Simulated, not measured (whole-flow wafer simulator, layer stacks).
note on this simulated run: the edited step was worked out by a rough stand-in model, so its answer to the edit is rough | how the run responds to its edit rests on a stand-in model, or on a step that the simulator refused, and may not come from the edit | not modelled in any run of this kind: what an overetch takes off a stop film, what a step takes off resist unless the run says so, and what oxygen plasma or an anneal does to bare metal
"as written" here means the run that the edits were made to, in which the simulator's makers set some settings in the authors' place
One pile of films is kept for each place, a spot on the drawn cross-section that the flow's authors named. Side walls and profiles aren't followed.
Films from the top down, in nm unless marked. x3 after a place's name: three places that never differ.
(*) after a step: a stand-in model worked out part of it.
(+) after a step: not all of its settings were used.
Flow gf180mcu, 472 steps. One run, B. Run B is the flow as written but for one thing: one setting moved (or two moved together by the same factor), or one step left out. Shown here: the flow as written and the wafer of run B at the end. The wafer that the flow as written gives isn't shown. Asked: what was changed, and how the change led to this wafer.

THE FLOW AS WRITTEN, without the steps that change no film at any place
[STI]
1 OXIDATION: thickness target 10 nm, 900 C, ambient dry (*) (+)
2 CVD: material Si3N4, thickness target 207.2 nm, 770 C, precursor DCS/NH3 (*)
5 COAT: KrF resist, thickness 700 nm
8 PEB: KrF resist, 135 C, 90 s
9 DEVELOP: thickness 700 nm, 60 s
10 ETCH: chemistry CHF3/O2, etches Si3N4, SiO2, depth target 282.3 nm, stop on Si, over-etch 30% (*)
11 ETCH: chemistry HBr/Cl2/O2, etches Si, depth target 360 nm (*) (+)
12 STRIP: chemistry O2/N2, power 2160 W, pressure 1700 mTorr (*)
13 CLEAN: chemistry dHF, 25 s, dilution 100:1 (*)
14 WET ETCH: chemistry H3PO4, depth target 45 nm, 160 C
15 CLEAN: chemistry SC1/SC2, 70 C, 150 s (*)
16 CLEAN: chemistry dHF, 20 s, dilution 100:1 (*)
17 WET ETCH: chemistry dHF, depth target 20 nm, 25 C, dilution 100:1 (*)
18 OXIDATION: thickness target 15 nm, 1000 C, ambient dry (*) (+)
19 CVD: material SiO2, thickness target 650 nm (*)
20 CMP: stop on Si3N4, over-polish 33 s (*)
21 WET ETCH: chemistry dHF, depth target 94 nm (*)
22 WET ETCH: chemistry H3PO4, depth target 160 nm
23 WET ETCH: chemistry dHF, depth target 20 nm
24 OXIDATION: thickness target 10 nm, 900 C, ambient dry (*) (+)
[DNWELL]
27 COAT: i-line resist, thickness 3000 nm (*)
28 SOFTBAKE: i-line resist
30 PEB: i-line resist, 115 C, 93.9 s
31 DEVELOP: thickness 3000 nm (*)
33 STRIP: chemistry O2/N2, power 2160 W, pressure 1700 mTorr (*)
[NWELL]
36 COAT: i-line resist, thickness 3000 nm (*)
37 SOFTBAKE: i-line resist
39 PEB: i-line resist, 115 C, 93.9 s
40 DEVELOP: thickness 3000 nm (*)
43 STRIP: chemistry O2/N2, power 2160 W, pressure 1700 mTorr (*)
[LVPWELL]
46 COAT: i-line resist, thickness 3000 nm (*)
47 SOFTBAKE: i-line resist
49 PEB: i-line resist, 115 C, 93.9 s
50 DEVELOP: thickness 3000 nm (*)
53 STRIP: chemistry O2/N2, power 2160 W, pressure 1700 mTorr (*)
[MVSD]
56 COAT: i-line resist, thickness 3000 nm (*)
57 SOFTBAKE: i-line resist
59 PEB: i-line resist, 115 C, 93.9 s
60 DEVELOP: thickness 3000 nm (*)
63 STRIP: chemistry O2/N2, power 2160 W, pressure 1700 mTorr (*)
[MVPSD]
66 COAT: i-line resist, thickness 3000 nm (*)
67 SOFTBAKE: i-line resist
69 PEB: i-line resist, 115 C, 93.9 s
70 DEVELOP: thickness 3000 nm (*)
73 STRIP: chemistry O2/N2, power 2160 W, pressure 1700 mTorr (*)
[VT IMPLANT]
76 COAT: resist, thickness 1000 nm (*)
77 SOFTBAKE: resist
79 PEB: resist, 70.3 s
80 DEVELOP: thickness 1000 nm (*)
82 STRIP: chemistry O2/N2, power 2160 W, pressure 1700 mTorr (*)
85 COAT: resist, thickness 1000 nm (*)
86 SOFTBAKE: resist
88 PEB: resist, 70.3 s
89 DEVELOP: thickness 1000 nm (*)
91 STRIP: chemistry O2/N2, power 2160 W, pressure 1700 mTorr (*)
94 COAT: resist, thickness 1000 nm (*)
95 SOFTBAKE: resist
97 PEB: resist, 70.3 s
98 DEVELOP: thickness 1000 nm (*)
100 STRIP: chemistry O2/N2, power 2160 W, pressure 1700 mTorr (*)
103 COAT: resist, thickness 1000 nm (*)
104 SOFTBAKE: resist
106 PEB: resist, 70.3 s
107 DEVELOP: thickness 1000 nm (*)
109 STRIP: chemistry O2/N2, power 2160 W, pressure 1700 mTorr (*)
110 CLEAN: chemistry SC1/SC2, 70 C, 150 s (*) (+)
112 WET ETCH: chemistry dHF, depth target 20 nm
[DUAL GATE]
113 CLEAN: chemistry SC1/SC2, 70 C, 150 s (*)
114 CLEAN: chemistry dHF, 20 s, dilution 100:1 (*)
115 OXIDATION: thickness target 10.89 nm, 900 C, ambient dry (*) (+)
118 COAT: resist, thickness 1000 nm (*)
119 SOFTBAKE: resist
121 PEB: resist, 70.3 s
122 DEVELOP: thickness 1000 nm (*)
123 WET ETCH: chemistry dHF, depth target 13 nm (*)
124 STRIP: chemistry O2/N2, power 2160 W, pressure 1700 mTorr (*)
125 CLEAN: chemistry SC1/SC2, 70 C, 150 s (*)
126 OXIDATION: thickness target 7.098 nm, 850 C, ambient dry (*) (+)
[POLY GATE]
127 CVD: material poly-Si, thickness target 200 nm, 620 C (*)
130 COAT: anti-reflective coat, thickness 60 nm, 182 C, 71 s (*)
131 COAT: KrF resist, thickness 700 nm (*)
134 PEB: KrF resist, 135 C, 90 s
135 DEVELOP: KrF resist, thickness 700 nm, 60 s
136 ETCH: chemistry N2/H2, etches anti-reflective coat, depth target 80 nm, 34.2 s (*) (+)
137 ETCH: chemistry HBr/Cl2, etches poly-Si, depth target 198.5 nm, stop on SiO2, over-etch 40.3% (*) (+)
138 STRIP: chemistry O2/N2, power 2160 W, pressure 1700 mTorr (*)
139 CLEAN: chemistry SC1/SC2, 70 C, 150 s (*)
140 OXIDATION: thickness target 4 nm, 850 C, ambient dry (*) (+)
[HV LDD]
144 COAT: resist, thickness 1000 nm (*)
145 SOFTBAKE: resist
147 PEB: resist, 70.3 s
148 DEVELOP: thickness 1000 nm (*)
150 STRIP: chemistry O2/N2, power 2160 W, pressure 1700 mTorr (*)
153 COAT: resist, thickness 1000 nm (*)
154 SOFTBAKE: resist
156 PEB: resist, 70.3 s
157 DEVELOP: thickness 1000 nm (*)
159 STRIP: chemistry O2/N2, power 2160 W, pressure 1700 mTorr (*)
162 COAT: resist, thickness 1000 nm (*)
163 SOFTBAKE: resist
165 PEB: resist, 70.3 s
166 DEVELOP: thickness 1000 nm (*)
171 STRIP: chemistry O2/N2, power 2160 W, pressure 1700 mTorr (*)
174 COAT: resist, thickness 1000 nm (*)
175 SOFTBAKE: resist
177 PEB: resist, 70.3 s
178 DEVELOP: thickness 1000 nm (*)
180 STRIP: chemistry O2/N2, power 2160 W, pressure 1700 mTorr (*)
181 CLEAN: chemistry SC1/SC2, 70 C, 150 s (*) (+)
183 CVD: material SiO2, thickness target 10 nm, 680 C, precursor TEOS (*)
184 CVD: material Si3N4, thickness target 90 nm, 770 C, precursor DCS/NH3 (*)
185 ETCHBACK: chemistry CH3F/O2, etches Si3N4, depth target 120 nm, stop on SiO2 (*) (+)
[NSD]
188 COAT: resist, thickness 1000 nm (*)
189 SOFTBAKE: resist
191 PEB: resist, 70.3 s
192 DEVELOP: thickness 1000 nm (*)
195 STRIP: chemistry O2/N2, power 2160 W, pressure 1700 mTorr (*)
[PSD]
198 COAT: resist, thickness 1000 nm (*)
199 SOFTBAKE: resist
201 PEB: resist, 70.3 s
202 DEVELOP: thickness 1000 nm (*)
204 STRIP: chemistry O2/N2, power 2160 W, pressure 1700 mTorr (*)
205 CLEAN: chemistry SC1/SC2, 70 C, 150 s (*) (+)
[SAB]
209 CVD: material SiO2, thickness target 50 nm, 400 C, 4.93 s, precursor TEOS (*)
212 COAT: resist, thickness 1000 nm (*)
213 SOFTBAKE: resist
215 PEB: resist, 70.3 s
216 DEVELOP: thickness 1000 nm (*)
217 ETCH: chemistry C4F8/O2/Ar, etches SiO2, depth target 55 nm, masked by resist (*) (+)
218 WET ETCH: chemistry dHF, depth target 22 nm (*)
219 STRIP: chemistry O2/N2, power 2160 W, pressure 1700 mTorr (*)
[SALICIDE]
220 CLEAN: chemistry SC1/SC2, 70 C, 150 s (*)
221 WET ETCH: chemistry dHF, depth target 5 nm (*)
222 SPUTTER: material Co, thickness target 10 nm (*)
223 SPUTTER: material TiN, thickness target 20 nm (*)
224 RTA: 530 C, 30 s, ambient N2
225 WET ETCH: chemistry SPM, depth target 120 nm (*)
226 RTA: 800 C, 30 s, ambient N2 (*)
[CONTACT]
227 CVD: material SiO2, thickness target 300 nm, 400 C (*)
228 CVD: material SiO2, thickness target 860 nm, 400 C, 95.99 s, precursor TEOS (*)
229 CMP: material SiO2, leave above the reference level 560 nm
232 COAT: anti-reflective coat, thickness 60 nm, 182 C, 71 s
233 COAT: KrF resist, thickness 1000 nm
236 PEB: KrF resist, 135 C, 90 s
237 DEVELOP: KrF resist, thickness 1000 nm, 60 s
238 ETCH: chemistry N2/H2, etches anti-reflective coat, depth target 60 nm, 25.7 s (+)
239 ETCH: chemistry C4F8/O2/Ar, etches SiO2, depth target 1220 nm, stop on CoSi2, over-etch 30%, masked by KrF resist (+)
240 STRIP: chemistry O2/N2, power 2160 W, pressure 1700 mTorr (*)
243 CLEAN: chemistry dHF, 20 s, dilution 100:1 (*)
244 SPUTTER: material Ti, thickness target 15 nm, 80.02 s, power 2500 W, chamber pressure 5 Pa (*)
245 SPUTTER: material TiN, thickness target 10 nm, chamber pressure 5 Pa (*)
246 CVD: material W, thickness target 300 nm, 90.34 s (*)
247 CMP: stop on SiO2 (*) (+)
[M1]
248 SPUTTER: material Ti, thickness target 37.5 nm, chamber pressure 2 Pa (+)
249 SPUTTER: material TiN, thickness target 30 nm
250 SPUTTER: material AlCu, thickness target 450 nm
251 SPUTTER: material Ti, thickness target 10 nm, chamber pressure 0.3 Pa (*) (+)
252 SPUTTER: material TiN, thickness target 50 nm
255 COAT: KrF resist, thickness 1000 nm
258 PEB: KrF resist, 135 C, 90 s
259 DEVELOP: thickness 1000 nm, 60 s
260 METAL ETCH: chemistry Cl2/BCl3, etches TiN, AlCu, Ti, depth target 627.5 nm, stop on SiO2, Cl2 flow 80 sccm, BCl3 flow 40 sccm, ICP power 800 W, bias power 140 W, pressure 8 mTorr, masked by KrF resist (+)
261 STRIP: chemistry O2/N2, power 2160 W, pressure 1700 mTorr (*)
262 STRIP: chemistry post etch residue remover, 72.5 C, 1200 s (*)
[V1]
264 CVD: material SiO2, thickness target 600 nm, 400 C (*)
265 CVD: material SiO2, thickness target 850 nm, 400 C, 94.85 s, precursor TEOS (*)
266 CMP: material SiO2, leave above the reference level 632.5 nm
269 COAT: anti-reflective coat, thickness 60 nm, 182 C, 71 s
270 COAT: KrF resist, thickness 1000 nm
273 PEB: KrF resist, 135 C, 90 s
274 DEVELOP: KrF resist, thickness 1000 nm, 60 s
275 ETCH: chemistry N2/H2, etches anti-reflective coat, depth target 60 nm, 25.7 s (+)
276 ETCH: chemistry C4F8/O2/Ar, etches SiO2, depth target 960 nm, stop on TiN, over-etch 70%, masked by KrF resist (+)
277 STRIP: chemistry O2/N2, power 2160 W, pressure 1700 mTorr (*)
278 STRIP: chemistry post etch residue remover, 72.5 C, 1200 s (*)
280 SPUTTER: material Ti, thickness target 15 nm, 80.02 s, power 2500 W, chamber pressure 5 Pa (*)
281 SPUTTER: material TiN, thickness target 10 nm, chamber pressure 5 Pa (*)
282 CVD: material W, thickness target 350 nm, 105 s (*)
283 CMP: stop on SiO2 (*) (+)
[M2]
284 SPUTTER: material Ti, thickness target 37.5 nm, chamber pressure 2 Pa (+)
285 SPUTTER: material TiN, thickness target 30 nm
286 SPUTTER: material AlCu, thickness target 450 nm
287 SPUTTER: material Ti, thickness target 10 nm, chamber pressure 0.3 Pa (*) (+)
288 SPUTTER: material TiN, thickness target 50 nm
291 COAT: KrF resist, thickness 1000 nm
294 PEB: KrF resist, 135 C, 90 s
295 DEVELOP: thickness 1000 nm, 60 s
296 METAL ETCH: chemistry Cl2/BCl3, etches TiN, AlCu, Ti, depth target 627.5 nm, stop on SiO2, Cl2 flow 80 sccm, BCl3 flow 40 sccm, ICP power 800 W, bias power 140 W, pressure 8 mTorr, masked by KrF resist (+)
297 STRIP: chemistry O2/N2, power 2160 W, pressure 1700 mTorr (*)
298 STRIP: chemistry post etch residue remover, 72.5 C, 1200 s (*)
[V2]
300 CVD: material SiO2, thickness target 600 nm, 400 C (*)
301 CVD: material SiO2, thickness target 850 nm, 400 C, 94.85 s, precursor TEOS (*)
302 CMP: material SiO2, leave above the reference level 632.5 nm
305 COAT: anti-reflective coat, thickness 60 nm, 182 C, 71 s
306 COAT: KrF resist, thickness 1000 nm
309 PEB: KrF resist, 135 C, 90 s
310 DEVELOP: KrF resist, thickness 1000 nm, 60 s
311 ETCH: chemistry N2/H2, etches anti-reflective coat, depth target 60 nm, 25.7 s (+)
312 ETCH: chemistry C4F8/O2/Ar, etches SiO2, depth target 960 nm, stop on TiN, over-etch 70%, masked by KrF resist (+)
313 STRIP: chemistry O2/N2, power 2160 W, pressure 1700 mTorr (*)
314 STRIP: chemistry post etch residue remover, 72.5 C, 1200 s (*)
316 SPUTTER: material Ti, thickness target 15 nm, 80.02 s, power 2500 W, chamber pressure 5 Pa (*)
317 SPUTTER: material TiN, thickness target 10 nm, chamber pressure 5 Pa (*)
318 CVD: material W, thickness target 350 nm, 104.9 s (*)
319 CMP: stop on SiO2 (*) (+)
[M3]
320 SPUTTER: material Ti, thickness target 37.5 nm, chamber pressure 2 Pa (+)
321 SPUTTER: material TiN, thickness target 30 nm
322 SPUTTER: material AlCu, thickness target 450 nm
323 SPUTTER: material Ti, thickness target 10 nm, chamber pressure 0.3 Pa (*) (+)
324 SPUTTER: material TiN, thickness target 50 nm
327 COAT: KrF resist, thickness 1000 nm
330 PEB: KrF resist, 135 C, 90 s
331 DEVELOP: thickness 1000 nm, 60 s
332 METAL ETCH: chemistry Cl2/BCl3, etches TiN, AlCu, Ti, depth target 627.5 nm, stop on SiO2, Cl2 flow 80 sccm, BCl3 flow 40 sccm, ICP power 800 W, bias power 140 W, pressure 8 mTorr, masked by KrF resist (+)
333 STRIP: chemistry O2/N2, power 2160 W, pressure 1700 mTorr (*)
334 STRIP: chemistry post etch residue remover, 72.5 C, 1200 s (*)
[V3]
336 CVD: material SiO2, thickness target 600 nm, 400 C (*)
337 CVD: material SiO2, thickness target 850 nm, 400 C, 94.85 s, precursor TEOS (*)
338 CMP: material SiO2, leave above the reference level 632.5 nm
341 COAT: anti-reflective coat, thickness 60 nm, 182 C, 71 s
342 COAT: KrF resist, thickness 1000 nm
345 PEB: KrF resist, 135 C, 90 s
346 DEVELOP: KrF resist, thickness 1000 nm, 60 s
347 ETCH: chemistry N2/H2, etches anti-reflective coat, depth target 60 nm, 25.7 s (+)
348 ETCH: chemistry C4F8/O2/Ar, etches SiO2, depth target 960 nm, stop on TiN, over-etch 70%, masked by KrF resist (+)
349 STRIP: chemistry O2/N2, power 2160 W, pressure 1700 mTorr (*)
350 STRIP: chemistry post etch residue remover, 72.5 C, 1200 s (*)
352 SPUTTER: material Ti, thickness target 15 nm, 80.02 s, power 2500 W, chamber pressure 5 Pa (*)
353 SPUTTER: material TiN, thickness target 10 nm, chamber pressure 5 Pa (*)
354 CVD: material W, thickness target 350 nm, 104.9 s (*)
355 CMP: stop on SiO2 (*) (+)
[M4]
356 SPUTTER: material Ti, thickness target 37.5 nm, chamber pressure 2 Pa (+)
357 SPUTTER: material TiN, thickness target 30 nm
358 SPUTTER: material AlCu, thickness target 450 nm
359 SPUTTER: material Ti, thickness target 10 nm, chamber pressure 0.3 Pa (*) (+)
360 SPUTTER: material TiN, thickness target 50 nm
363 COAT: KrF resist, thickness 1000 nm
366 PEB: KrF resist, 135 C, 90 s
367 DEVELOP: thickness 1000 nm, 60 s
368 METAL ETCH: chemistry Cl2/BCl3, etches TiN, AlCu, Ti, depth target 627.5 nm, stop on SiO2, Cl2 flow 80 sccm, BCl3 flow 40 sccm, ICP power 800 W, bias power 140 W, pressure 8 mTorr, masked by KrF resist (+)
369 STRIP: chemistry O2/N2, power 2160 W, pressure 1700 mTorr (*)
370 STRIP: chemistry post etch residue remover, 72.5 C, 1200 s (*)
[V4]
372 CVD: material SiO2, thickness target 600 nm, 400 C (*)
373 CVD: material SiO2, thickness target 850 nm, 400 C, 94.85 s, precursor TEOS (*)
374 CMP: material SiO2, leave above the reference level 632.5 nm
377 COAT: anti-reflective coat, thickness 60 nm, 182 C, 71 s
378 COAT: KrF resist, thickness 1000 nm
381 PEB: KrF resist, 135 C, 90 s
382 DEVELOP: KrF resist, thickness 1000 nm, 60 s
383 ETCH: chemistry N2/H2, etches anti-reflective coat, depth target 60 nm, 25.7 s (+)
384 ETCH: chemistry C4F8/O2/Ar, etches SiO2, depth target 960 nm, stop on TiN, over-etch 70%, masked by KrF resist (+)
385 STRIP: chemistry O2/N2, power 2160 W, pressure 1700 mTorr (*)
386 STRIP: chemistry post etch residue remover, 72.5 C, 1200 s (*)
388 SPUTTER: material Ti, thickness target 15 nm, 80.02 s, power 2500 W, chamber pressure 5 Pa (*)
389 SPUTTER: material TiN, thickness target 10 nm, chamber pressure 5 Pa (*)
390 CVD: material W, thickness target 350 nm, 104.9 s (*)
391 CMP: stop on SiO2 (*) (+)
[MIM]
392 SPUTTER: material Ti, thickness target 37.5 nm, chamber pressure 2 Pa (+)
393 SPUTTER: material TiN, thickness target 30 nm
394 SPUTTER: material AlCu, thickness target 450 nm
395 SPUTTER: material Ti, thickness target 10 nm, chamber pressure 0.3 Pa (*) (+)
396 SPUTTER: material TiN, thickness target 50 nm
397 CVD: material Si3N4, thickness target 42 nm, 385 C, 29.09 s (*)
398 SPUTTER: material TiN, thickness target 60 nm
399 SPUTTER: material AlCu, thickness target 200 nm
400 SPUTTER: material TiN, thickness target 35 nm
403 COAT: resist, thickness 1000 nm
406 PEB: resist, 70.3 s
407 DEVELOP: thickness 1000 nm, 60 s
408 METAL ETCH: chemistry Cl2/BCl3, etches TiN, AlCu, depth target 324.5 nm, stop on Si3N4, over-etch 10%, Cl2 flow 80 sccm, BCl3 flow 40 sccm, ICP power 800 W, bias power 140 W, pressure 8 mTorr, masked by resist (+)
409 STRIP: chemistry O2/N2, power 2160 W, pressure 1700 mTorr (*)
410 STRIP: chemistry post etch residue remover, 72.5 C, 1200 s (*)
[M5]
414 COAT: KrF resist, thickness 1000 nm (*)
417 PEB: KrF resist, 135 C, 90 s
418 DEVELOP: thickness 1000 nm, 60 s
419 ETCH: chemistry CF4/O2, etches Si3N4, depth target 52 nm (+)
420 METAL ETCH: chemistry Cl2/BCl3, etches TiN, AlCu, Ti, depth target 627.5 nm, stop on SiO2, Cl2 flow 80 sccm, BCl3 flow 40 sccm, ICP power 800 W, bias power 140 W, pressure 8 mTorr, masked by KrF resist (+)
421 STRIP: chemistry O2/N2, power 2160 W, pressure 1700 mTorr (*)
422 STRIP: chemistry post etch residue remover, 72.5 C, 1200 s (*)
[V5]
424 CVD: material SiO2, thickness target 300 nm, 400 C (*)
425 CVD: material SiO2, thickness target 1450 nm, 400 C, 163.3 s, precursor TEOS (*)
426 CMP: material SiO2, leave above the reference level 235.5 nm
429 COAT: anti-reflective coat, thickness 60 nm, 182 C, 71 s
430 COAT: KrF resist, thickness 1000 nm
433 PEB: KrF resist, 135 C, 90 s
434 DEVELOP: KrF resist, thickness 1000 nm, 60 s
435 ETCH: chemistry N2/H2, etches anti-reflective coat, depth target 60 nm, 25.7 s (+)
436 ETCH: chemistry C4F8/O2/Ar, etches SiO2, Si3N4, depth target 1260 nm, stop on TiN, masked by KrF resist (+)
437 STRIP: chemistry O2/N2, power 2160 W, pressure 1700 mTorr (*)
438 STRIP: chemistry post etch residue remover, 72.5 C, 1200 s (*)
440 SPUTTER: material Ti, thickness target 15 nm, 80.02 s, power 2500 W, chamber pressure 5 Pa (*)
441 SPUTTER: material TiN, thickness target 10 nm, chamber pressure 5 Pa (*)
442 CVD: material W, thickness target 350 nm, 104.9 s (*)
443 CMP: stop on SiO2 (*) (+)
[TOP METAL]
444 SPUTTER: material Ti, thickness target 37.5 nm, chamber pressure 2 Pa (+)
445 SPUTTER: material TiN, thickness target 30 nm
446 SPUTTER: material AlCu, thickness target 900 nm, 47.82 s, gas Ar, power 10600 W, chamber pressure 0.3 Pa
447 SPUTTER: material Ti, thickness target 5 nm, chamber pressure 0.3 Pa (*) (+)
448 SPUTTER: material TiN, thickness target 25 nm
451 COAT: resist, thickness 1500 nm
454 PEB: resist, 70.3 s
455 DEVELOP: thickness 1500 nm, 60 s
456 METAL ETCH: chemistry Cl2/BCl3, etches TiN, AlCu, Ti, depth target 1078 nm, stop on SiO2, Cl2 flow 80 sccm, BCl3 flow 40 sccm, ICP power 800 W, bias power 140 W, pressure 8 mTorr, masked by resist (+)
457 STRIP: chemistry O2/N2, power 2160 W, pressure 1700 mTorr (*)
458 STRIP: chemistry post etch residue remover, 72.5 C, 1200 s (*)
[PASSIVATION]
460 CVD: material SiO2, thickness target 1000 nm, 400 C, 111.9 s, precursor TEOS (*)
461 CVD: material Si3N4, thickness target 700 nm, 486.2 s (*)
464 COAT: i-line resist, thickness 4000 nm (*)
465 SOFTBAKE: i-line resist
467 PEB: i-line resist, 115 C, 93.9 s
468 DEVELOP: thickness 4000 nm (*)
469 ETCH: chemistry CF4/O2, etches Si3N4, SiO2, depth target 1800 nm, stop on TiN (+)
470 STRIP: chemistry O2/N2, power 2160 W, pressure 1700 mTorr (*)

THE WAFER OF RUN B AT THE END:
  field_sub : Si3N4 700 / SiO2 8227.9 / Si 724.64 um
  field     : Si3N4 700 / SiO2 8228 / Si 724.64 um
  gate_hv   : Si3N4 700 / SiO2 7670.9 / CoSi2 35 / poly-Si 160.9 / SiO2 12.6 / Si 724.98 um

The cause: step 126, OXIDATION: thickness target 5.146 nm was run, where the flow has thickness target 7.098 nm.

How the change led to this, step by step:
  126 OXIDATION: thickness target 7.098 nm, 850 C, ambient dry (*) (+)
      gate_hv, active_hv, active_nat and 25 more: SiO2 +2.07, Si -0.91 (as written it would be: SiO2 +3.72, Si -1.64)
      active, n_well, p_well and 12 more: SiO2 +5.15 (new film), chemical SiO2 -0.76 (all of it), Si -1.93 (as written it would be: SiO2 +7.1 (new film), chemical SiO2 -0.76 (all of it), Si -2.79)
  189 SOFTBAKE: resist
      field__w9: resist -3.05 (as written it would be: resist +6.92)
      active_hv: resist -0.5 (as written it would be: resist +2.68)
      (and at 1 more place)
  199 SOFTBAKE: resist
      field__w9: resist -3.05 (as written it would be: resist +6.92)
      active_hv: resist -0.5 (as written it would be: resist +2.68)
      (and at 1 more place)
  218 WET ETCH: chemistry dHF, depth target 22 nm (*)
      active, p_well, sd_n, iso_ptap_pw, iso_ntap_nw, iso_ptap_sub, vpnp_e: SiO2 -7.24 (all of it) (as written it would be: SiO2 -9.01 (all of it))
      ldn_tap, ldn_src, ldn_drn, ldp_tap, ldp_src, ldp_drn, ldp_gr: SiO2 -14.4 (all of it) (as written it would be: SiO2 -16 (all of it))
      (and at 9 more places)
  223 SPUTTER: material TiN, thickness target 20 nm (*)
      field__w12: TiN +12.6 (new film) (as written it would be: TiN +12 (new film))
  225 WET ETCH: chemistry SPM, depth target 120 nm (*)
      field__w12: TiN -12.6 (all of it), Co -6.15 (all of it) (as written it would be: TiN -12 (all of it), Co -6.15 (all of it))
